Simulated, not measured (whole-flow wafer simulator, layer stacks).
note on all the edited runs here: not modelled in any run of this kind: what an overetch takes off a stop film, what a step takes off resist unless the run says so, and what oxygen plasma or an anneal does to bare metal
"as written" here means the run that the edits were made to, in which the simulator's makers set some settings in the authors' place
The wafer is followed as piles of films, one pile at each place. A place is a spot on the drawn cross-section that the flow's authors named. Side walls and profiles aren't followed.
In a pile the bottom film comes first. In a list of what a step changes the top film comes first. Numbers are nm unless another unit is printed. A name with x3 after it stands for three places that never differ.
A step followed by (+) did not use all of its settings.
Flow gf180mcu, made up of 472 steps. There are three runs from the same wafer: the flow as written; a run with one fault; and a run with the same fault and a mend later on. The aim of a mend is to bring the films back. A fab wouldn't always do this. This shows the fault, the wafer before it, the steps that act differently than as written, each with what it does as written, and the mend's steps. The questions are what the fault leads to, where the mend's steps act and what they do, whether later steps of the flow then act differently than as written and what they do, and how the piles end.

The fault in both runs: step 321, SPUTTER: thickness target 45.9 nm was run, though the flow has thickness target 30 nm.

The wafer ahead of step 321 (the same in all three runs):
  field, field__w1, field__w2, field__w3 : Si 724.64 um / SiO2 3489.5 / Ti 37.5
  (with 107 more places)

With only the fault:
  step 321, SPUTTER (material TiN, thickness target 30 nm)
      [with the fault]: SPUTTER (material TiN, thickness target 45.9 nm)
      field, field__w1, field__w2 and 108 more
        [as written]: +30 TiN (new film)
        [with the fault]: +45.9 TiN (new film)
  Later steps of the flow acting differently than as written:
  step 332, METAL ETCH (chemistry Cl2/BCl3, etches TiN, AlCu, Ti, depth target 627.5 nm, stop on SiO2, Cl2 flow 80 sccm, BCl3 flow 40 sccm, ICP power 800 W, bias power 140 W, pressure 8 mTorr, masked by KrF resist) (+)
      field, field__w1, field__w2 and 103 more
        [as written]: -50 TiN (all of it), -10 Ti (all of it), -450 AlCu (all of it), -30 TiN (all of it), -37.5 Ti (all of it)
        [with the fault]: -50 TiN (all of it), -10 Ti (all of it), -450 AlCu (all of it), -45.9 TiN (all of it), -37.5 Ti (all of it)
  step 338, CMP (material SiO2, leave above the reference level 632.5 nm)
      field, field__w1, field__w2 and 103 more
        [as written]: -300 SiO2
        [with the fault]: -284.1 SiO2
  At field__w8, contact, m1, m1__w1, m1_nw, the piles at the end differ from the flow's by more than 2% or 0.5 nm, whichever is larger.
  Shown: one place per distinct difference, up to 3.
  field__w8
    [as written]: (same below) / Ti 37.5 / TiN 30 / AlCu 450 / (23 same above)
    [with the fault]: (same below) / Ti 37.5 / TiN 45.9 / AlCu 450 / (23 same above)
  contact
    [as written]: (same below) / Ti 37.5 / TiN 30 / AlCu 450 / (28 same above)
    [with the fault]: (same below) / Ti 37.5 / TiN 45.9 / AlCu 450 / (28 same above)

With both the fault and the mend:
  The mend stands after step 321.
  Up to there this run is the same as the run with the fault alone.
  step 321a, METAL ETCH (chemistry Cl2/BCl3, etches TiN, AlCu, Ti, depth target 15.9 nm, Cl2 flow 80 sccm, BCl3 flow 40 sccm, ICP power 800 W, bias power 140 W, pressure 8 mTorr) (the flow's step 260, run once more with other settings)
      field, field__w1, field__w2 and 108 more
        -15.9 TiN
  Later steps of the flow that are run all act as written at every place that is followed.
  The piles end the same as the flow's at every place that both follow.
